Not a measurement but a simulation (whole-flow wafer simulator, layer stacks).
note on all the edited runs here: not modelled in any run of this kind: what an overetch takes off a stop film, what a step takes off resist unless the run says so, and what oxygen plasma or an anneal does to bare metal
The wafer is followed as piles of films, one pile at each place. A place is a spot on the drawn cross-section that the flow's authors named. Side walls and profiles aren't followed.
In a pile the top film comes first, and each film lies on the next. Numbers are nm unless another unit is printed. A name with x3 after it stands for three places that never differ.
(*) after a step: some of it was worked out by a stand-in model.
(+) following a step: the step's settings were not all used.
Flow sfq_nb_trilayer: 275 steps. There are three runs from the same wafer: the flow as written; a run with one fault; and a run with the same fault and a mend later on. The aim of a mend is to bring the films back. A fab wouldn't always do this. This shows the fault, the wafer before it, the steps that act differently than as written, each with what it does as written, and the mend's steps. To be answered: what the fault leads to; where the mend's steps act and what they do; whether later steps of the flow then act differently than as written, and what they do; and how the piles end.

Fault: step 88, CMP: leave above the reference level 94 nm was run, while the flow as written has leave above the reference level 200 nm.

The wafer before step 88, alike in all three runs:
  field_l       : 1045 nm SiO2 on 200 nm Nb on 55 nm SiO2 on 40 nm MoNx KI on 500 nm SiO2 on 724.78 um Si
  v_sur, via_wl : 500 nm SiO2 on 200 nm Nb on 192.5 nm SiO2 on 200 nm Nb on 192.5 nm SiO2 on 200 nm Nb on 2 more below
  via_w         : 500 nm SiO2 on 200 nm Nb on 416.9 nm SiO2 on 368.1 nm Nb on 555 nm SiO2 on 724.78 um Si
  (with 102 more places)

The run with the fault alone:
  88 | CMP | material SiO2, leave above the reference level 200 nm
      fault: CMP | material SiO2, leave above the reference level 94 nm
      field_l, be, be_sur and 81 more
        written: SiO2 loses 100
        fault: SiO2 loses 206
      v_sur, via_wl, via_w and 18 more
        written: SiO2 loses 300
        fault: SiO2 loses 406
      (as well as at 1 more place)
  Steps later in the flow that act otherwise than as written (3 other steps are not shown; they differ only slightly, by no more than 2% or 0.5 nm, whichever is larger):
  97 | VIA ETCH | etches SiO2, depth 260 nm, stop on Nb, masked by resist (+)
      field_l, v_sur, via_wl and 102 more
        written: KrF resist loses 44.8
        fault: KrF resist loses 24.3
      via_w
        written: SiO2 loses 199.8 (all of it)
        fault: SiO2 loses 93.8 (all of it)
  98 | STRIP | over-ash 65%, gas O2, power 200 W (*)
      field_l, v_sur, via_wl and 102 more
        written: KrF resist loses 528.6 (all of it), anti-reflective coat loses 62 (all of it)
        fault: KrF resist loses 549.2 (all of it), anti-reflective coat loses 62 (all of it)
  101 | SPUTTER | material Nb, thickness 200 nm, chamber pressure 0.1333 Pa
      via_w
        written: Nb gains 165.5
        fault: Nb gains 189.3
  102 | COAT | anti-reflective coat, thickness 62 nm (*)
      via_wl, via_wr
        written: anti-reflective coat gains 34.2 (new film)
        fault: anti-reflective coat gains 36.2 (new film)
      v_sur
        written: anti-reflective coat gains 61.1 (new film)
        fault: anti-reflective coat gains 57.5 (new film)
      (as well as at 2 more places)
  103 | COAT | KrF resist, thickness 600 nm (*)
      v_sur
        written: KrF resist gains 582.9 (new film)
        fault: KrF resist gains 595.1 (new film)
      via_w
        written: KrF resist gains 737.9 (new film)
        fault: KrF resist gains 647.9 (new film)
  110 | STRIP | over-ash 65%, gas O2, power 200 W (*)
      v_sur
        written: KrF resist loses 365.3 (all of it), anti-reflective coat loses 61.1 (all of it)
        fault: KrF resist loses 377.5 (all of it), anti-reflective coat loses 57.5 (all of it)
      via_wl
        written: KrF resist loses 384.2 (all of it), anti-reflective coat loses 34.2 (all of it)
        fault: KrF resist loses 395.1 (all of it), anti-reflective coat loses 36.2 (all of it)
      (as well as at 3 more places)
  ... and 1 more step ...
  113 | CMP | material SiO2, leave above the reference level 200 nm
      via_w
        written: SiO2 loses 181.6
        fault: SiO2 loses 196.3
  The piles end different from the flow's at field_l, v_sur, via_wl and 103 more by more than 2% or 0.5 nm, whichever is larger.
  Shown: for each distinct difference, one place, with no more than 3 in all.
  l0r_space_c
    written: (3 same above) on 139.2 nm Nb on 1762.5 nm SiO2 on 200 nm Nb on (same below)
    fault: (3 same above) on 139.2 nm Nb on 1656.5 nm SiO2 on 200 nm Nb on (same below)
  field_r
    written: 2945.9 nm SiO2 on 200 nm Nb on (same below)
    fault: 2839.9 nm SiO2 on 200 nm Nb on (same below)
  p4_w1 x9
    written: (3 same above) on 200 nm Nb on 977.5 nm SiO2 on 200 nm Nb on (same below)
    fault: (3 same above) on 200 nm Nb on 871.5 nm SiO2 on 200 nm Nb on (same below)

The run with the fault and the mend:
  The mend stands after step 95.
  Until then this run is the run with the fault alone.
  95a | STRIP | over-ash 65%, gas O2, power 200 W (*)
      field_l, v_sur, via_wl and 102 more
        KrF resist loses 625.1 (all of it), anti-reflective coat loses 62 (all of it)
      via_w
        anti-reflective coat loses 62 (all of it)
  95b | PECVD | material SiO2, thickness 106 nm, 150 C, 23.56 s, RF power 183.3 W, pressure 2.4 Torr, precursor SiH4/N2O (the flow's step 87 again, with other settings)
      field_l, v_sur, via_wl and 103 more
        SiO2 gains 106
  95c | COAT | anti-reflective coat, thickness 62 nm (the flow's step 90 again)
      field_l, v_sur, via_wl and 103 more
        anti-reflective coat gains 62 (new film)
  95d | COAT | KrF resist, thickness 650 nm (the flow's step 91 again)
      field_l, v_sur, via_wl and 103 more
        KrF resist gains 650 (new film)
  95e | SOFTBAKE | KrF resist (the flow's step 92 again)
      does not change any film at any place that is followed
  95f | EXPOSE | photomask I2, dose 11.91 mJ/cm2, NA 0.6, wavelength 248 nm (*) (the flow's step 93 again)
      does not change any film at any place that is followed
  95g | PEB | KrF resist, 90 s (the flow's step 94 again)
      field_l, v_sur, via_wl and 103 more
        KrF resist loses 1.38
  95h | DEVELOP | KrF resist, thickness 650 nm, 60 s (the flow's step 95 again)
      field_l, v_sur, via_wl and 102 more
        KrF resist loses 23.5
      via_w
        KrF resist loses 648.6 (all of it)
  Every later step of the flow that is run acts as written at every place that is followed.
  The piles end the same as the flow's at every place that both follow.
